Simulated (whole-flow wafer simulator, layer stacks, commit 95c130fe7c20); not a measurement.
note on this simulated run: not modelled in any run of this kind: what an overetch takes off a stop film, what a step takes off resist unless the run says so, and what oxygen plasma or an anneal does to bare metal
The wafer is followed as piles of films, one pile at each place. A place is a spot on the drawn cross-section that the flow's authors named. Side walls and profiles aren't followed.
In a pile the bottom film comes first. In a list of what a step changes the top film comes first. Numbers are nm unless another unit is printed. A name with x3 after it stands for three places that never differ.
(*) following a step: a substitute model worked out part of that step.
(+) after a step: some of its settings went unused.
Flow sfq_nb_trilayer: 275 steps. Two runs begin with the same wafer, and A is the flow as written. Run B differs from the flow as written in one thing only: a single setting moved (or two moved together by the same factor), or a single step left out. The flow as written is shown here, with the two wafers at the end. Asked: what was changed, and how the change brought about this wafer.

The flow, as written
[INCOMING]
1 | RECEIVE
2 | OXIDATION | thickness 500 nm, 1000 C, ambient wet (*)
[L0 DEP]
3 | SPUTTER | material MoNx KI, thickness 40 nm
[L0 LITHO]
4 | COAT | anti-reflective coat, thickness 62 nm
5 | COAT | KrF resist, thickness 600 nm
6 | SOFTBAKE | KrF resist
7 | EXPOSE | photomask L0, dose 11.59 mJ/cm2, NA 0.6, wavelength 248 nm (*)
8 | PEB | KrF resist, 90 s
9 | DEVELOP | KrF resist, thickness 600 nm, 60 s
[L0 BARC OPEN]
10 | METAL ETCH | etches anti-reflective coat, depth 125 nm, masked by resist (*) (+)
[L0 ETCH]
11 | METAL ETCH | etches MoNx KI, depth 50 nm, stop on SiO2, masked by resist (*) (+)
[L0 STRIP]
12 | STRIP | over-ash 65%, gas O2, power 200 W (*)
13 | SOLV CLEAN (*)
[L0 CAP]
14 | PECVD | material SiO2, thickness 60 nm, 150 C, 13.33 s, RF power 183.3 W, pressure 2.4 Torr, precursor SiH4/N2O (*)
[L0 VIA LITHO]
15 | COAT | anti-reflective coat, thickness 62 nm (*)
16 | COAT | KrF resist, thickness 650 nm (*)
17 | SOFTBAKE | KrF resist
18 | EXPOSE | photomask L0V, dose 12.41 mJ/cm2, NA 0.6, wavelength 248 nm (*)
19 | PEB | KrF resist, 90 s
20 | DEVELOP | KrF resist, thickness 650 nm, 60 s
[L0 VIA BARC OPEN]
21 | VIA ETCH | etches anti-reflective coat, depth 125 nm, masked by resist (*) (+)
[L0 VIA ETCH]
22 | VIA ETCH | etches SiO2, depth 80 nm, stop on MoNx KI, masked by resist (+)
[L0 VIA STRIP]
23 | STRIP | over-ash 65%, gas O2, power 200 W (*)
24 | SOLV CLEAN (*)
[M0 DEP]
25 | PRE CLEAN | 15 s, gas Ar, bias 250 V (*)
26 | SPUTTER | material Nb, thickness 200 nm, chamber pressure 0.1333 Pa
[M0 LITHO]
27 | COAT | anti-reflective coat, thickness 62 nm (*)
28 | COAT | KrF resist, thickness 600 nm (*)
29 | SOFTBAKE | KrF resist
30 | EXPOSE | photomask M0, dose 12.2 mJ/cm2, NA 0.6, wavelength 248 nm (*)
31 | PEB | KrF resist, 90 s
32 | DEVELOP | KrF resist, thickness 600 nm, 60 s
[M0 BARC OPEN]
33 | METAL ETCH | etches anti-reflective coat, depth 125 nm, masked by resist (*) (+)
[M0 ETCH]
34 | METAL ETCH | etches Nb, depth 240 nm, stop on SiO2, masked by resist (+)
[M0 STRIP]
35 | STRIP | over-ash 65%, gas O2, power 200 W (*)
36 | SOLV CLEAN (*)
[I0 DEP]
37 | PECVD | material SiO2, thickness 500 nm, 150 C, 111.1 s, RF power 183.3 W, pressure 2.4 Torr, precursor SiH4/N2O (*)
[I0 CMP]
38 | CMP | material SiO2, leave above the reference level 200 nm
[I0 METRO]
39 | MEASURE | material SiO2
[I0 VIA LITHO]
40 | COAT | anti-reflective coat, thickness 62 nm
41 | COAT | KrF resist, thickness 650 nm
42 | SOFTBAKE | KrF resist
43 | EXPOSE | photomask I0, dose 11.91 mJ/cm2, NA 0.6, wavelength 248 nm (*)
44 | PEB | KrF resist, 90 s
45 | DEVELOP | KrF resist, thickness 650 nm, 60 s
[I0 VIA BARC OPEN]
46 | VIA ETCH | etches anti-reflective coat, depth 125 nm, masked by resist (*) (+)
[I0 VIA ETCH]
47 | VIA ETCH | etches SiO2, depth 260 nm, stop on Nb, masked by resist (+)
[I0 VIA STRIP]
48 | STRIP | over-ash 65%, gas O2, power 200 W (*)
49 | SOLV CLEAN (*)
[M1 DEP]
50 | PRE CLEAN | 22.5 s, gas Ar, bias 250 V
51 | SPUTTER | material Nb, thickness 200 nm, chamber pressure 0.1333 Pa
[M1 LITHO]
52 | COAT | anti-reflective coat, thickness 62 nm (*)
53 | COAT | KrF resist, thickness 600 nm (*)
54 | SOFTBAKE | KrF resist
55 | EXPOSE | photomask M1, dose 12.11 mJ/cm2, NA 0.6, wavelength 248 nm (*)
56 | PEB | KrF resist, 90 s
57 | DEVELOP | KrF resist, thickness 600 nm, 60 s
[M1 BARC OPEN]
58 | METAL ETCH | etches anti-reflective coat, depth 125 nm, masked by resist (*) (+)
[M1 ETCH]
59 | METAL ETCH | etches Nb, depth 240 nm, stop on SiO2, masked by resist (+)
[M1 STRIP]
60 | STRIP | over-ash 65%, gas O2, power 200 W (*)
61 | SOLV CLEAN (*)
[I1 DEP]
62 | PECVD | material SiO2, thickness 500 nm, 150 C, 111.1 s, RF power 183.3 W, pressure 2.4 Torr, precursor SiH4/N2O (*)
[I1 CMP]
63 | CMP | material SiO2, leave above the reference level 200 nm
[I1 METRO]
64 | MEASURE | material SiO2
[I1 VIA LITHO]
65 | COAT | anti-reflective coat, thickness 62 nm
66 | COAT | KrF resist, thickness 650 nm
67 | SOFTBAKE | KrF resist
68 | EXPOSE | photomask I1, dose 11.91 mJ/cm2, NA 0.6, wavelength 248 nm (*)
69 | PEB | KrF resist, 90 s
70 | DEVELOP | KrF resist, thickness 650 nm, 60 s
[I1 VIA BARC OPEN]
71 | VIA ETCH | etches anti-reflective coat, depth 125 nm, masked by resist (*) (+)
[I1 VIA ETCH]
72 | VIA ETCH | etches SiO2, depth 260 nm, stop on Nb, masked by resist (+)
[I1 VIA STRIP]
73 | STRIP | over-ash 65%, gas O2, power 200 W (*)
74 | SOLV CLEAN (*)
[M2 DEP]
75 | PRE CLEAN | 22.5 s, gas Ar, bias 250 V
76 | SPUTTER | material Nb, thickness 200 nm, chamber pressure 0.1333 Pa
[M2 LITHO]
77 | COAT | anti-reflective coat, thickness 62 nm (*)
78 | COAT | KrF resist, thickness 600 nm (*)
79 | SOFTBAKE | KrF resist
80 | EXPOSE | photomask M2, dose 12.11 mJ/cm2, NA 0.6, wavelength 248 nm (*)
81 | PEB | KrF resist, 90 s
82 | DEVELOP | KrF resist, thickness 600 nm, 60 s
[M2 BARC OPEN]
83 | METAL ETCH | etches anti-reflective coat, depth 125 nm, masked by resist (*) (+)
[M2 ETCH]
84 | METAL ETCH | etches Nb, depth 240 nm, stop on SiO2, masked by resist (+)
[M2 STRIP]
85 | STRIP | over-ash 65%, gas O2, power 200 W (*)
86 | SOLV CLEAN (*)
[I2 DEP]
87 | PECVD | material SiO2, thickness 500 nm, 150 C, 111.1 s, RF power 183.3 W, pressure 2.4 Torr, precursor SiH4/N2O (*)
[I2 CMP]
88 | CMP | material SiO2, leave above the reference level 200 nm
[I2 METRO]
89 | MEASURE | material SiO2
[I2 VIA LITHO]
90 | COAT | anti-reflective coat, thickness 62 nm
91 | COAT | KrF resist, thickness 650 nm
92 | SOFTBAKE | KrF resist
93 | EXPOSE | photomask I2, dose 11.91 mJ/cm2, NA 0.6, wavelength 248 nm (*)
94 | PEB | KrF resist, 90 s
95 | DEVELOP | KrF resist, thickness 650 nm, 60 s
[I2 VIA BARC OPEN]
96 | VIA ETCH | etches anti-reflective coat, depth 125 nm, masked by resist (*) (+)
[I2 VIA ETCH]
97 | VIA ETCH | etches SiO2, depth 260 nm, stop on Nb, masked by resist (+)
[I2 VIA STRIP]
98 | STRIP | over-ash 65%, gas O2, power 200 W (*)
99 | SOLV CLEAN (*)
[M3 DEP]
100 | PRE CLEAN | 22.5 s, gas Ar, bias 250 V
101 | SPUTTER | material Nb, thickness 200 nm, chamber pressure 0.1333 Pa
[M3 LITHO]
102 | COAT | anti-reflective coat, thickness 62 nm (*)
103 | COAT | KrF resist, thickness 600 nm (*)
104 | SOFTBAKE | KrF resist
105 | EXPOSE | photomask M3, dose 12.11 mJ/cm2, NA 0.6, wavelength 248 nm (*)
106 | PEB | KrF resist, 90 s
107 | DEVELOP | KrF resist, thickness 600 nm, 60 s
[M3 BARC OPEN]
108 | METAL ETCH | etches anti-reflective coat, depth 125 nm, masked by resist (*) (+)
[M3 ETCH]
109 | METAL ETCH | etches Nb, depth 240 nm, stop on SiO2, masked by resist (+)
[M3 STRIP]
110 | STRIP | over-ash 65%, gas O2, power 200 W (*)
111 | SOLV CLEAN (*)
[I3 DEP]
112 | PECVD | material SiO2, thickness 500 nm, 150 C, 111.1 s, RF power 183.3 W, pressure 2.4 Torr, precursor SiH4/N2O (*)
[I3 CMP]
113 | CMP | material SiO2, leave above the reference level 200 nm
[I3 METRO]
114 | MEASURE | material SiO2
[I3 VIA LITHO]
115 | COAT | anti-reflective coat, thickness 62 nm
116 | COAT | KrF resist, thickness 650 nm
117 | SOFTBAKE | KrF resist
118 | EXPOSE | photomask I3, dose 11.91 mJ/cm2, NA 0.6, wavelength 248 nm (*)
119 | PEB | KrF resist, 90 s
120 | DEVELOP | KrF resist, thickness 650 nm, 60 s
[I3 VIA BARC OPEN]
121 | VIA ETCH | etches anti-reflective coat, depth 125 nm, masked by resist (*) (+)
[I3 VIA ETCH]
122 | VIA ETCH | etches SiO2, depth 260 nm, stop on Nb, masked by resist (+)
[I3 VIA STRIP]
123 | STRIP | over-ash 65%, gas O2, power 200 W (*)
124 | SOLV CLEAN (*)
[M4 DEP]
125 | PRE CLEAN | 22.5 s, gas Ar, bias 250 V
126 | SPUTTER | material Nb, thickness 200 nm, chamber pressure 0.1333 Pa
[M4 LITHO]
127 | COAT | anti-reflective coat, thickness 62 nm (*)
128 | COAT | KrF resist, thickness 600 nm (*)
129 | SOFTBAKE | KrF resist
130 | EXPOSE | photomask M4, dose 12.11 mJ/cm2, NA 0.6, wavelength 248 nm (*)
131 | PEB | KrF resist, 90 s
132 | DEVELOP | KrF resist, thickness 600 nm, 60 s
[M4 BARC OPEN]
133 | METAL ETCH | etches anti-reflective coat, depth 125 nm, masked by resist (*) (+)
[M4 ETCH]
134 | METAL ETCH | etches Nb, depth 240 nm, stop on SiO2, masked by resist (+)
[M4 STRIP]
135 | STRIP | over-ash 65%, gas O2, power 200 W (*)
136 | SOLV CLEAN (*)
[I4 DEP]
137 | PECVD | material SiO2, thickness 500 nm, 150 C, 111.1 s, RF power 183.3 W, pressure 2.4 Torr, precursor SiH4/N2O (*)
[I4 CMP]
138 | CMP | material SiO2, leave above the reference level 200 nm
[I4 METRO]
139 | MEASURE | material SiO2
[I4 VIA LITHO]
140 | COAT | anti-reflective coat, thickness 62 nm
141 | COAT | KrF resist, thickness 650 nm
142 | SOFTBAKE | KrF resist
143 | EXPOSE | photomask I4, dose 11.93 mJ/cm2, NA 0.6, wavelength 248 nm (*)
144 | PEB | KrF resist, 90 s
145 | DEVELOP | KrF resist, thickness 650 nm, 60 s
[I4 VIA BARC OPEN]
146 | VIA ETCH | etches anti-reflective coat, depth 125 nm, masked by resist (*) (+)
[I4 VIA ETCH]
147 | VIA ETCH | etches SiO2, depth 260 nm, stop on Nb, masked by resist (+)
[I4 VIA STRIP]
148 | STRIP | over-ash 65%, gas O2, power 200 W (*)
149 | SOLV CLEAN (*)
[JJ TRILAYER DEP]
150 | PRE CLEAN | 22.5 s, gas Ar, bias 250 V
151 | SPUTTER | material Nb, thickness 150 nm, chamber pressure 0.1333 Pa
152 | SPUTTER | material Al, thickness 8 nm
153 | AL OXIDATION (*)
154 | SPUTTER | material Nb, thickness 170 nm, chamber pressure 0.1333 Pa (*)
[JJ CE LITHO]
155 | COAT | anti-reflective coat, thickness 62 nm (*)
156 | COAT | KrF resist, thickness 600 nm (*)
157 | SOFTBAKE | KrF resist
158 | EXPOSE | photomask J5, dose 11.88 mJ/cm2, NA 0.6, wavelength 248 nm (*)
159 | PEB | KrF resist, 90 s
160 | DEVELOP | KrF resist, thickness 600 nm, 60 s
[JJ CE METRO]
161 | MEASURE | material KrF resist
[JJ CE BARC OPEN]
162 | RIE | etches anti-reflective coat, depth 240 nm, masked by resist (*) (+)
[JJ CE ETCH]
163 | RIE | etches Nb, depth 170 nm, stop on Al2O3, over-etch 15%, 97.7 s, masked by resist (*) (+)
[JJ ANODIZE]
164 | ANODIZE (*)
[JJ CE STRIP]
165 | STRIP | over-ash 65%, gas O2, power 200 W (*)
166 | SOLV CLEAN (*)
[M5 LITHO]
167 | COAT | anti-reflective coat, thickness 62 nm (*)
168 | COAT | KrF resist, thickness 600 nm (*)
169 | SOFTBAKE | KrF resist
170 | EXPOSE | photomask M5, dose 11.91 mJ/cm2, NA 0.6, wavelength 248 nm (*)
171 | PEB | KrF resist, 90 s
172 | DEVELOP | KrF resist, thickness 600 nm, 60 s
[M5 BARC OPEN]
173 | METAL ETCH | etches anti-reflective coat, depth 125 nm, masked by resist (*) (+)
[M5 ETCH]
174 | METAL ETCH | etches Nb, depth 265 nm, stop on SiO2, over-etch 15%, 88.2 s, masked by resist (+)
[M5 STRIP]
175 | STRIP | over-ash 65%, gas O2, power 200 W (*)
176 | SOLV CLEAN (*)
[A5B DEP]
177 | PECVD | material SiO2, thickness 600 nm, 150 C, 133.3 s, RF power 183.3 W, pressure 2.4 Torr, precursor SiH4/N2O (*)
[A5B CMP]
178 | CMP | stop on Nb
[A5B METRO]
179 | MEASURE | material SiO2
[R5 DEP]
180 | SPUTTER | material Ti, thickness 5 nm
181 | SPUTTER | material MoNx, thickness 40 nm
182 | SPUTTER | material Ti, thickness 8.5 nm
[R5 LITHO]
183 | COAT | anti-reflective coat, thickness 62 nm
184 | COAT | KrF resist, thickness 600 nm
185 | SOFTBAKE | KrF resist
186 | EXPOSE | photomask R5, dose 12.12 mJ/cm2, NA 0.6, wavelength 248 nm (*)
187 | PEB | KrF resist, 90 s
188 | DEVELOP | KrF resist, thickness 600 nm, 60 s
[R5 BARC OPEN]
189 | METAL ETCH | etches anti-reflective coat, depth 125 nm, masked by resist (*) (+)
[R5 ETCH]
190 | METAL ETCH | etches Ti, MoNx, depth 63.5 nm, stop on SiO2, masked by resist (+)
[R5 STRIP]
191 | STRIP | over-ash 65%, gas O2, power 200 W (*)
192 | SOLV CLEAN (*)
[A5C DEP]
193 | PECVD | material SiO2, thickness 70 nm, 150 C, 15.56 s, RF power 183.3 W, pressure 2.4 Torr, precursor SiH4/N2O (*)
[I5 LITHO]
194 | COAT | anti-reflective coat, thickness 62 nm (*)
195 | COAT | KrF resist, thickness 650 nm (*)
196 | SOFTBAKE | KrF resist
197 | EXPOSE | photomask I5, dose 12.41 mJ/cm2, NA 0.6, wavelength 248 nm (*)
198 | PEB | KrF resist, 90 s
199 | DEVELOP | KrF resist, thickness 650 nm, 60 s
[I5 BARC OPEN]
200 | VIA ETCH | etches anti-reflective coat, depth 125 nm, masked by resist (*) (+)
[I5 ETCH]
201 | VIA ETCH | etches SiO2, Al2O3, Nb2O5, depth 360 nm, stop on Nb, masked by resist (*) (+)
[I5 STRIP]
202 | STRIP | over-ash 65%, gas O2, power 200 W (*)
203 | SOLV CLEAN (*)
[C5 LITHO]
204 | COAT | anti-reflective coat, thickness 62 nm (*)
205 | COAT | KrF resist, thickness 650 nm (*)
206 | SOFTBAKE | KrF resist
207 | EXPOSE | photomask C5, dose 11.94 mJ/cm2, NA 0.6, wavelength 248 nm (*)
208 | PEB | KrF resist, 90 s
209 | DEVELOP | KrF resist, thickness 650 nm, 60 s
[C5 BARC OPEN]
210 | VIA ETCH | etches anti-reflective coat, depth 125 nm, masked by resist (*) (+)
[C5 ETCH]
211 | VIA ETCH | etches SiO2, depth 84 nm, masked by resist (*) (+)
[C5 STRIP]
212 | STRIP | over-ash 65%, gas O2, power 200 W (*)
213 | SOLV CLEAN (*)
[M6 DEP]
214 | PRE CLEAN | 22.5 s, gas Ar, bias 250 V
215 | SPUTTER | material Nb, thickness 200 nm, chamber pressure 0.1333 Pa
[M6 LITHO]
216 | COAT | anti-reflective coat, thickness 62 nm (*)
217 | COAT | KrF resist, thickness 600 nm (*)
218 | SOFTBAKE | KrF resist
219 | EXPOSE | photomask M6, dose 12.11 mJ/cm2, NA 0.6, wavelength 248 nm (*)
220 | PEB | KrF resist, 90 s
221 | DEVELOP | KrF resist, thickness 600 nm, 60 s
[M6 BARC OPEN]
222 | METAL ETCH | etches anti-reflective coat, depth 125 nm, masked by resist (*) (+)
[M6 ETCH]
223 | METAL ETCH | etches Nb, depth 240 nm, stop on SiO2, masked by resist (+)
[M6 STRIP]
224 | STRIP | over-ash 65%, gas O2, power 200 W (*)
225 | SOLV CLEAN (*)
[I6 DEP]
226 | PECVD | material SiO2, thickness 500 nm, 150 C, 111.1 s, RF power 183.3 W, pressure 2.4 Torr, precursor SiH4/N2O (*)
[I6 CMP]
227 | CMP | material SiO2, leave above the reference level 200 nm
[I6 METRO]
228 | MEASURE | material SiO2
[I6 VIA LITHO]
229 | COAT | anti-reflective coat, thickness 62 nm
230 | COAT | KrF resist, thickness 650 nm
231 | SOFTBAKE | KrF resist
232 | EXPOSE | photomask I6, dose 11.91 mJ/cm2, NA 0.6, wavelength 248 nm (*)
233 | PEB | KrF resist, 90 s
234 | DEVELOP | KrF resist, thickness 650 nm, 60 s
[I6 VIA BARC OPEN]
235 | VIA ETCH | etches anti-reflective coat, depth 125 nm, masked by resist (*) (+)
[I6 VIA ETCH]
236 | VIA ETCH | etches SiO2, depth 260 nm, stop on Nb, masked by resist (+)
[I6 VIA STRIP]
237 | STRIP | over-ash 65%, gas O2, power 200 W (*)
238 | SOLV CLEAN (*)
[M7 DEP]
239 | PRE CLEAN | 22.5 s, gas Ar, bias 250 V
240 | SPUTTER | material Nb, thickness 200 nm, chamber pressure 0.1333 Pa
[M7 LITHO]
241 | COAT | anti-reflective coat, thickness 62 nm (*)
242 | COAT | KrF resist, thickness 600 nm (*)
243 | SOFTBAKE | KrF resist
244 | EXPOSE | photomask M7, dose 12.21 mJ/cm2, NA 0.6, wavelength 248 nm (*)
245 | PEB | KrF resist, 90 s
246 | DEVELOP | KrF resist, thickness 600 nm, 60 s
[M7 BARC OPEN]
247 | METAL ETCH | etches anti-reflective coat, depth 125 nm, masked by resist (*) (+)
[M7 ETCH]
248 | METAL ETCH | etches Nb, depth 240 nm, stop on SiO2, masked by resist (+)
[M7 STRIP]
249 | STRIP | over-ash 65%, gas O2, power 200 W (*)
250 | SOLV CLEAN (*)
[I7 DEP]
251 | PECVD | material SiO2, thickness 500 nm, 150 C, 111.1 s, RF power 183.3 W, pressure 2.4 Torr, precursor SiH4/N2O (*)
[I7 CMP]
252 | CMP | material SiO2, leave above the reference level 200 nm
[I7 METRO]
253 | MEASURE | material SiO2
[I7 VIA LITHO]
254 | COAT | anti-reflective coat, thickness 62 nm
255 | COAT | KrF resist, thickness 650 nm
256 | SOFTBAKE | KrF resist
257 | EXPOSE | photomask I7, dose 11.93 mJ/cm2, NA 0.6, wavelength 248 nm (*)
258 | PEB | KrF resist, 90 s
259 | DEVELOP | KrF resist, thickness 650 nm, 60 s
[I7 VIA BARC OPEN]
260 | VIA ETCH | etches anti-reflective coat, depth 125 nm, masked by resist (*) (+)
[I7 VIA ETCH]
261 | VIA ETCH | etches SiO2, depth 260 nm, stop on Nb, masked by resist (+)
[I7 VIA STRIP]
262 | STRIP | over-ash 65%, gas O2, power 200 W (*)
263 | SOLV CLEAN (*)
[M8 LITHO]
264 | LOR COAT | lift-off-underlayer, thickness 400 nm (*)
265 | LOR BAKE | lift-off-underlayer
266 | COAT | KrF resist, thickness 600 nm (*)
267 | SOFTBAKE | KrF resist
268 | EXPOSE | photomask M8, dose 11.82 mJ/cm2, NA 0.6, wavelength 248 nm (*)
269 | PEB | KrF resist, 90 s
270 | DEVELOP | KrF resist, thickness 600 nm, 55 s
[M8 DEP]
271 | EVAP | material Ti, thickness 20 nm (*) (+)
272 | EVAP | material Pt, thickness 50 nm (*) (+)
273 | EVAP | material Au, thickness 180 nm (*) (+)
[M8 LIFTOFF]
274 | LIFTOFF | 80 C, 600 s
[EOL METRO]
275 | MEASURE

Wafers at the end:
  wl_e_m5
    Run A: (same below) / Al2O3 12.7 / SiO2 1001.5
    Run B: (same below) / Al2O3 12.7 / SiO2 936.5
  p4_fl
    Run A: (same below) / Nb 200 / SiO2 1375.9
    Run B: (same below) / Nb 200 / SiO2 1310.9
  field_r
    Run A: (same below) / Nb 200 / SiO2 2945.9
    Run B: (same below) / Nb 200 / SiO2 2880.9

What caused this: step 240, SPUTTER: thickness 135 nm was run, while the flow as written has thickness 200 nm.

The path from the change to this, step by step:
  240 | SPUTTER | material Nb, thickness 200 nm, chamber pressure 0.1333 Pa
      field_l, v_sur, via_wl and 102 more: A Nb gains 200 (new film) | B Nb gains 135 (new film)
      via_v: A Nb gains 161.1 | B Nb gains 108.6
  241 | COAT | anti-reflective coat, thickness 62 nm (*)
      via_v: A anti-reflective coat gains 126 (new film) | B anti-reflective coat gains 122.3 (new film)
  248 | METAL ETCH | etches Nb, depth 240 nm, stop on SiO2, masked by resist (+)
      field_l, field_r, lsp_l and 62 more: A Nb loses 200 (all of it) | B Nb loses 135 (all of it)
      v_sur, via_wl, via_w and 38 more: A KrF resist loses 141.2 | B KrF resist loses 119.1
  249 | STRIP | over-ash 65%, gas O2, power 200 W (*)
      wl_j_sl, wl_jj, wl_j_sr and 14 more: A KrF resist loses 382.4 (all of it), anti-reflective coat loses 62 (all of it) | B KrF resist loses 404.4 (all of it), anti-reflective coat loses 62 (all of it)
      ln_m5, lsp_m, ln_m6, lsp_r: A KrF resist loses 381.9 (all of it), anti-reflective coat loses 61.8 (all of it) | B KrF resist loses 404 (all of it), anti-reflective coat loses 61.8 (all of it)
      (and at 20 other places as well)
  251 | PECVD | material SiO2, thickness 500 nm, 150 C, 111.1 s, RF power 183.3 W, pressure 2.4 Torr, precursor SiH4/N2O (*)
      m7r_space_l, m7r_space_r: A SiO2 gains 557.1 | B SiO2 gains 500
      via_v: A SiO2 gains 621 (new film) | B SiO2 gains 601.5 (new film)
  252 | CMP | material SiO2, leave above the reference level 200 nm
      field_l, p4_fl, p4_fm and 56 more: A SiO2 loses 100 | B SiO2 loses 165
      field_r, lsp_l: A SiO2 loses 77.7 | B SiO2 loses 149.9
      (and at 5 other places as well)
